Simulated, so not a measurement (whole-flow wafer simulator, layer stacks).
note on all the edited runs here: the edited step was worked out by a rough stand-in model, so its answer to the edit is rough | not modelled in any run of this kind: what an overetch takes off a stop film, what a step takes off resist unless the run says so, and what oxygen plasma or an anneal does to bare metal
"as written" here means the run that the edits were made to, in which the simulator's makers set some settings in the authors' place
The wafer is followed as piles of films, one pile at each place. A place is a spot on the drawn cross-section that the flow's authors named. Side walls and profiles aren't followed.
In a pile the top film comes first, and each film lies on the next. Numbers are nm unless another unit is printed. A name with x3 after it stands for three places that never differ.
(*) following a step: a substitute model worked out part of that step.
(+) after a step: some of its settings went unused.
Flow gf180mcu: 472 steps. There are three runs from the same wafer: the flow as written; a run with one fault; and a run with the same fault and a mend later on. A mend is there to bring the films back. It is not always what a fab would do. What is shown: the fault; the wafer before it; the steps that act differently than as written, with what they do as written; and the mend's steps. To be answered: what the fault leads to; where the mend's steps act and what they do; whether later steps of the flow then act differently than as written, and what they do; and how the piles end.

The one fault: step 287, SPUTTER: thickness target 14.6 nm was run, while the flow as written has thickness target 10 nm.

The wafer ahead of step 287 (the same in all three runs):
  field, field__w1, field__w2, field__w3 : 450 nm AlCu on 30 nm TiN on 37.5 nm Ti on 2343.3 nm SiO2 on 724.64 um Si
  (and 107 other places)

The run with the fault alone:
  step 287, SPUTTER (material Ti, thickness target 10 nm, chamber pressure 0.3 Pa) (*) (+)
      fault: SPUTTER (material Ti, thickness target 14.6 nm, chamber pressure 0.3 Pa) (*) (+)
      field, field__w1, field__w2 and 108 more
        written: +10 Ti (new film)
        fault: +14.6 Ti (new film)
  Later steps of the flow acting differently than as written (not shown: 5 more steps that differ only slightly, by at most 2% or 0.5 nm, whichever is larger):
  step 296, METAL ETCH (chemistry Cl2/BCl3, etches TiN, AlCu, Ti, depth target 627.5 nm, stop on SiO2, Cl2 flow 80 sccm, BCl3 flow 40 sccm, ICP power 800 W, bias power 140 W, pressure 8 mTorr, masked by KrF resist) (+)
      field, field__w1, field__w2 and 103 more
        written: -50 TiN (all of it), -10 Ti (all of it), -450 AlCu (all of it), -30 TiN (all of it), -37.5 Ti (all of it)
        fault: -50 TiN (all of it), -14.6 Ti (all of it), -450 AlCu (all of it), -30 TiN (all of it), -37.5 Ti (all of it)
  At field__w8, contact, m1, m1__w1, m1_nw, the piles at the end differ from the flow's by more than 2% or 0.5 nm, whichever is larger.
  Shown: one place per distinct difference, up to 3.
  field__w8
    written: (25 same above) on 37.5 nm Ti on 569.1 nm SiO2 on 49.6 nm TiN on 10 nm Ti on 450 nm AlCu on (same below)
    fault: (25 same above) on 37.5 nm Ti on 564.5 nm SiO2 on 49.6 nm TiN on 14.6 nm Ti on 450 nm AlCu on (same below)
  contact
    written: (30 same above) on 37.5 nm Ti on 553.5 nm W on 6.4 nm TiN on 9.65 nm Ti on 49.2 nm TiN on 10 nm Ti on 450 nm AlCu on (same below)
    fault: (30 same above) on 37.5 nm Ti on 548.9 nm W on 6.42 nm TiN on 9.68 nm Ti on 49.2 nm TiN on 14.6 nm Ti on 450 nm AlCu on (same below)

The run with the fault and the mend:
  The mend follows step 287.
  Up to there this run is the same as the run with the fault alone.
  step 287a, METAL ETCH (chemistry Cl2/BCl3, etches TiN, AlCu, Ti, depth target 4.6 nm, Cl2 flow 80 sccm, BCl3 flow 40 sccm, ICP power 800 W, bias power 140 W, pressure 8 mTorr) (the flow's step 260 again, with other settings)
      field, field__w1, field__w2 and 108 more
        -4.6 Ti
  Every later step of the flow that is run acts as written at every place that is followed.
  By the end, the piles equal the flow's at every place that both follow.
